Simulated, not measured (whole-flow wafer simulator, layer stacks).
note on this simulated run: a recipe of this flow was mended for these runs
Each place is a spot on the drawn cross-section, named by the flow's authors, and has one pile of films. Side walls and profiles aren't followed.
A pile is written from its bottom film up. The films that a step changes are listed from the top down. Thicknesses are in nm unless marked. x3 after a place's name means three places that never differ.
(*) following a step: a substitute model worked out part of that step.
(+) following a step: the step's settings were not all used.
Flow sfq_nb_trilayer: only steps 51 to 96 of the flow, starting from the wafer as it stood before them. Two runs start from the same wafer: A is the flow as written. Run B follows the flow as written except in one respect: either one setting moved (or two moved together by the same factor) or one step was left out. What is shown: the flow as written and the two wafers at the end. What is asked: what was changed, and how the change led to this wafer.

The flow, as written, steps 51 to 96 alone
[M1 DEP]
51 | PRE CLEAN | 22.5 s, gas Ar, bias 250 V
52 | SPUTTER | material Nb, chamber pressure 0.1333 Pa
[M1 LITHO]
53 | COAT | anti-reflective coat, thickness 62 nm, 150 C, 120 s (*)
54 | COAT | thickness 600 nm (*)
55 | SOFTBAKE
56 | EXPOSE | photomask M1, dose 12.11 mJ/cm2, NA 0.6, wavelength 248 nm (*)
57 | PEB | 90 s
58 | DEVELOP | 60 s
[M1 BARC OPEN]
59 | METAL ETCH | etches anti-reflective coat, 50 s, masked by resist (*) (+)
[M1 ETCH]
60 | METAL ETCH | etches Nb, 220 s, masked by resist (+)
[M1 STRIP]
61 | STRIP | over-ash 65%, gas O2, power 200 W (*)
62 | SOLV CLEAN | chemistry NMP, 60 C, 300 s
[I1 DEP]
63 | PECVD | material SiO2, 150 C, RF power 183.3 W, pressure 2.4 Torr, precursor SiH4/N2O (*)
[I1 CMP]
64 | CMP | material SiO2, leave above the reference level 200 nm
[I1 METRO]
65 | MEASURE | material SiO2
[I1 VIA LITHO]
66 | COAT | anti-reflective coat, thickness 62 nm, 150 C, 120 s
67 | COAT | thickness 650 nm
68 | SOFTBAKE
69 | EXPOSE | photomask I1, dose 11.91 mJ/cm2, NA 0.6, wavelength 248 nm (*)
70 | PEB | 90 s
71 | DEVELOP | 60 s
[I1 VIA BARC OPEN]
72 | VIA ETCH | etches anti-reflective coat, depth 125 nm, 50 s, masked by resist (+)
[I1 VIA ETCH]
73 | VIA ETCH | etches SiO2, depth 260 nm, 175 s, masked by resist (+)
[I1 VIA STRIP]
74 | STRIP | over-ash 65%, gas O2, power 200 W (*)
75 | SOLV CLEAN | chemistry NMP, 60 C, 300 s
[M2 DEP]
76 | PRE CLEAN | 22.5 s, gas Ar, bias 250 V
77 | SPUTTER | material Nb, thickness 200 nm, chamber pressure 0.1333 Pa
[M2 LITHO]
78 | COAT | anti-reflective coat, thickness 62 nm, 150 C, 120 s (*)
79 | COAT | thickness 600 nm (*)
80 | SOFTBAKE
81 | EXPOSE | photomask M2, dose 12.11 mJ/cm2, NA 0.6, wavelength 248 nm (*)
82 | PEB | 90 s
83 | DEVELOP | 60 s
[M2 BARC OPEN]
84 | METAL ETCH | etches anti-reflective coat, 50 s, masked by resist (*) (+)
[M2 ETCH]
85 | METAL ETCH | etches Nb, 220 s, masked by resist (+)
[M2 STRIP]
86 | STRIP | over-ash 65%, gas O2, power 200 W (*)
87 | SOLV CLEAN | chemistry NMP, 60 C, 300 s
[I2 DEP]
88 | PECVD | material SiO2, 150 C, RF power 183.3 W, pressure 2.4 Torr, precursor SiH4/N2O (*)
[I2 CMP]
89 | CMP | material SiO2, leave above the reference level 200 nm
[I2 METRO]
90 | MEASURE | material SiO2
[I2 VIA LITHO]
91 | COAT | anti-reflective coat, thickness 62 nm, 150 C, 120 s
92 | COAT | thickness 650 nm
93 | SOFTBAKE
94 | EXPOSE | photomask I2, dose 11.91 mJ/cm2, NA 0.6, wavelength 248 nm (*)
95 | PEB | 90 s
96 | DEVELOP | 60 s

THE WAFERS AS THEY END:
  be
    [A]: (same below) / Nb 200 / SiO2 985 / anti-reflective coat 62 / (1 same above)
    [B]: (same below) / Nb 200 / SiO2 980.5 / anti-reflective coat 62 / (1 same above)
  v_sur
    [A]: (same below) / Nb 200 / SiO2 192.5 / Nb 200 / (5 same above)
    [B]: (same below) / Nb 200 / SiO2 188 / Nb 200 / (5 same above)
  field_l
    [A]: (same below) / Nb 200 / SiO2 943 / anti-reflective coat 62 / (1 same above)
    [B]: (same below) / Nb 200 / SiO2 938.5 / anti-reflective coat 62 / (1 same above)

What caused this: step 51, PRE CLEAN: 36 s was run, while the flow as written has 22.5 s.

How this came from the change, step by step:
  51 | PRE CLEAN | 22.5 s, gas Ar, bias 250 V
      field_l, v_sur, via_wl and 102 more: A SiO2 loses 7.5 | B SiO2 loses 12
      via_w: A Nb loses 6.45 | B Nb loses 10.8
